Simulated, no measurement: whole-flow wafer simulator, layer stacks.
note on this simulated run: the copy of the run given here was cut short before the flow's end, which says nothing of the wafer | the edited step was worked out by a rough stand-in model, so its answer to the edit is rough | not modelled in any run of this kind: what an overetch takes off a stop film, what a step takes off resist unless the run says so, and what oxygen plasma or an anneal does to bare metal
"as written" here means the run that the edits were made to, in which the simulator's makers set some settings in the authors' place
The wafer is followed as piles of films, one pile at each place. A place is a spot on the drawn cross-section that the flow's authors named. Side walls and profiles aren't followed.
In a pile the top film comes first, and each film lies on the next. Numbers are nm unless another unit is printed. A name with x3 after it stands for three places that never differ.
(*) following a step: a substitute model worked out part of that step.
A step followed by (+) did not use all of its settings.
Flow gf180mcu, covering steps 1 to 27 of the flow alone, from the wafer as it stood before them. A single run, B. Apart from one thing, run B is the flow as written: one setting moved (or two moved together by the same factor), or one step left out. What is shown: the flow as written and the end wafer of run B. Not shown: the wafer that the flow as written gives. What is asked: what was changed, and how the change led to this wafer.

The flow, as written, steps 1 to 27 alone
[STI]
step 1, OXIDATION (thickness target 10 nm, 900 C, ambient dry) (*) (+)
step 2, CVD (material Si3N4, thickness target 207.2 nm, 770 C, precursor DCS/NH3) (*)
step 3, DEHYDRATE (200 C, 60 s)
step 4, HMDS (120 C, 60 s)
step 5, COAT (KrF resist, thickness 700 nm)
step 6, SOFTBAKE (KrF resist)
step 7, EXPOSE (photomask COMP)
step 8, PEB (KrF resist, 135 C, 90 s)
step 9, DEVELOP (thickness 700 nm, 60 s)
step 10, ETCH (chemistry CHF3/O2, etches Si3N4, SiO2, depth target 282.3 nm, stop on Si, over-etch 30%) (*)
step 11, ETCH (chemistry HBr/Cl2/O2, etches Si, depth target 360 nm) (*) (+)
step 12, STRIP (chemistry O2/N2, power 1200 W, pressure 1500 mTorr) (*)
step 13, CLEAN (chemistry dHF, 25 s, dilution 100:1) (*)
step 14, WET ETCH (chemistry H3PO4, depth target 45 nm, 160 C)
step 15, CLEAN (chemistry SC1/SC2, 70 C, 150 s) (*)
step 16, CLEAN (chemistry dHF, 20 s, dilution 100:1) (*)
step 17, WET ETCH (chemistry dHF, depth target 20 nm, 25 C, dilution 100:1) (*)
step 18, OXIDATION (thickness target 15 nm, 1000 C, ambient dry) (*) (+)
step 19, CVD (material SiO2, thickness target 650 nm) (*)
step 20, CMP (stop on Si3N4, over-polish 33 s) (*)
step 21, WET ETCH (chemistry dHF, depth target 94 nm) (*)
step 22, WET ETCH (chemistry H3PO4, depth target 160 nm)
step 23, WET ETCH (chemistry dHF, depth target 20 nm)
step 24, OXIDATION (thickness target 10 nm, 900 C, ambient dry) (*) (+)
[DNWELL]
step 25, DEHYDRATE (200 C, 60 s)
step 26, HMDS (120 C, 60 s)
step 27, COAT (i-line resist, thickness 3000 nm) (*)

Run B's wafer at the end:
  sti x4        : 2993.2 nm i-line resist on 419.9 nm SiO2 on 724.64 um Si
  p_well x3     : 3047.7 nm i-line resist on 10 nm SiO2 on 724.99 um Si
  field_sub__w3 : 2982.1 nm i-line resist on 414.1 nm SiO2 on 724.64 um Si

What caused this: step 21, WET ETCH: depth target 80.1 nm was run, while the flow as written has depth target 94 nm.

Step by step, how the change led to this:
  step 21, WET ETCH (chemistry dHF, depth target 94 nm) (*)
      active, n_well, p_well x3 and 38 more: Si3N4 loses 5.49 (it would be, as written: Si3N4 loses 6.43)
      field, field_sub, sti x4 and 31 more: SiO2 loses 80.1 (it would be, as written: SiO2 loses 94)
